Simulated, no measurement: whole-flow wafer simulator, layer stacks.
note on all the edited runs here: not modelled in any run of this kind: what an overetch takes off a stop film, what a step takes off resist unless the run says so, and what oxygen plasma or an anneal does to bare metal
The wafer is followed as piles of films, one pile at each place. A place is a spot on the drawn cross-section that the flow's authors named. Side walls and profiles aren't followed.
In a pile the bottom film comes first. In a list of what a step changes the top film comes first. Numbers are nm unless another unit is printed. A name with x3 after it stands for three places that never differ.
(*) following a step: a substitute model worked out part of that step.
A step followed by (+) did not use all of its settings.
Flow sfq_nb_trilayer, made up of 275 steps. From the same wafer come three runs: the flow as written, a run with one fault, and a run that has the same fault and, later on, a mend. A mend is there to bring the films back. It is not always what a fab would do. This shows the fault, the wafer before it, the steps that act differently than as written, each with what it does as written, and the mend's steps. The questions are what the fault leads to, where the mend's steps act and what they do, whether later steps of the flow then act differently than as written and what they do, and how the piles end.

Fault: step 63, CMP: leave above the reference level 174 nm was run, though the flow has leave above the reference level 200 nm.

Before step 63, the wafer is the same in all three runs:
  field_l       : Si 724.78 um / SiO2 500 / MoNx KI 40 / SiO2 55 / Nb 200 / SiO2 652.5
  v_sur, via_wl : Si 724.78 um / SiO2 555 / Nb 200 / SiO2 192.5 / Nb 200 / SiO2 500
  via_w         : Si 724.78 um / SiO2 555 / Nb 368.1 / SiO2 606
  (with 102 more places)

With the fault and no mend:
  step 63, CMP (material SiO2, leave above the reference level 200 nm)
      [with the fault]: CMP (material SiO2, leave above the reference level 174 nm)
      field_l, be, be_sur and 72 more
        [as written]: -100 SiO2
        [with the fault]: -126 SiO2
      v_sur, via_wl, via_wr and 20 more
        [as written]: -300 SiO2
        [with the fault]: -326 SiO2
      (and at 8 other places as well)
  Steps later in the flow that act otherwise than as written (5 other steps are not shown; they differ only slightly, by no more than 2% or 0.5 nm, whichever is larger):
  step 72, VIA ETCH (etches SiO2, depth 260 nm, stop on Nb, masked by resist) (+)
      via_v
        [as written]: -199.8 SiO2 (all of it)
        [with the fault]: -173.8 SiO2 (all of it)
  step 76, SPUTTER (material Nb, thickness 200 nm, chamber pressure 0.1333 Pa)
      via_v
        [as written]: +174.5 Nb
        [with the fault]: +179.9 Nb
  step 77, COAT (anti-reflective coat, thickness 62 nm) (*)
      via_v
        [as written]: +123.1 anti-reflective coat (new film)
        [with the fault]: +116 anti-reflective coat (new film)
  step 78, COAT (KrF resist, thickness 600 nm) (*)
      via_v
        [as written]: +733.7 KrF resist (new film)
        [with the fault]: +713.3 KrF resist (new film)
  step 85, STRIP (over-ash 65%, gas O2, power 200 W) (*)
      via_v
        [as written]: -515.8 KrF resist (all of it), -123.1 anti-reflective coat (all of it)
        [with the fault]: -495.4 KrF resist (all of it), -116 anti-reflective coat (all of it)
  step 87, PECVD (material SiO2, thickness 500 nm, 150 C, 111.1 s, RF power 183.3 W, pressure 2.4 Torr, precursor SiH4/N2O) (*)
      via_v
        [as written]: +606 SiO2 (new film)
        [with the fault]: +550.1 SiO2 (new film)
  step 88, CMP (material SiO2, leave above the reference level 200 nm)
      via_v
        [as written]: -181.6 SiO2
        [with the fault]: -157.1 SiO2
  At v_sur, via_wl, via_w and 29 more, the piles at the end differ from the flow's by more than 2% or 0.5 nm, whichever is larger.
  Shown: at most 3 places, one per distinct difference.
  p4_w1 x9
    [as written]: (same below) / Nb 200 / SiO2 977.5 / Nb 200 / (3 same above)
    [with the fault]: (same below) / Nb 200 / SiO2 951.5 / Nb 200 / (3 same above)
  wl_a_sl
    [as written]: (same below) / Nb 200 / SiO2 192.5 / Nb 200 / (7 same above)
    [with the fault]: (same below) / Nb 200 / SiO2 166.5 / Nb 200 / (7 same above)
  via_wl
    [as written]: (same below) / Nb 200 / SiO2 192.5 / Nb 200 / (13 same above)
    [with the fault]: (same below) / Nb 200 / SiO2 166.5 / Nb 200 / (13 same above)

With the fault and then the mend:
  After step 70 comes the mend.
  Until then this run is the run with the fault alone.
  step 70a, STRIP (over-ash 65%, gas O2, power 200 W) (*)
      field_l, v_sur, via_wl and 102 more
        -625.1 KrF resist (all of it), -62 anti-reflective coat (all of it)
      via_v
        -62 anti-reflective coat (all of it)
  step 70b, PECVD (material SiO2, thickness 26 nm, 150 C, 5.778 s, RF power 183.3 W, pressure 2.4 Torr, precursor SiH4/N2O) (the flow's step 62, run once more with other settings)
      field_l, v_sur, via_wl and 103 more
        +26 SiO2
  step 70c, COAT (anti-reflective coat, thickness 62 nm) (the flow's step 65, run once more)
      field_l, v_sur, via_wl and 103 more
        +62 anti-reflective coat (new film)
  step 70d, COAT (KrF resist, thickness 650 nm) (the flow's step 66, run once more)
      field_l, v_sur, via_wl and 103 more
        +650 KrF resist (new film)
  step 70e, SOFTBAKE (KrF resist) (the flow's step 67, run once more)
      alters no film at any place that is followed
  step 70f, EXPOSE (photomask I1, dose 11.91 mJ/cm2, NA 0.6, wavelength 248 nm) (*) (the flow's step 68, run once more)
      alters no film at any place that is followed
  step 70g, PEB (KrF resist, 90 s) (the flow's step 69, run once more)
      field_l, v_sur, via_wl and 103 more
        -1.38 KrF resist
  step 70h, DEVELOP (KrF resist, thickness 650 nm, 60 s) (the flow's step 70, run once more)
      field_l, v_sur, via_wl and 102 more
        -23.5 KrF resist
      via_v
        -648.6 KrF resist (all of it)
  None of the later steps of the flow differs from how it acts as written, at any place that is followed, by more than 2% or 0.5 nm, whichever is larger.
  When the end is reached, the piles differ only a little from the flow's at the places that both follow, at most by 2% or 0.5 nm, whichever is larger.
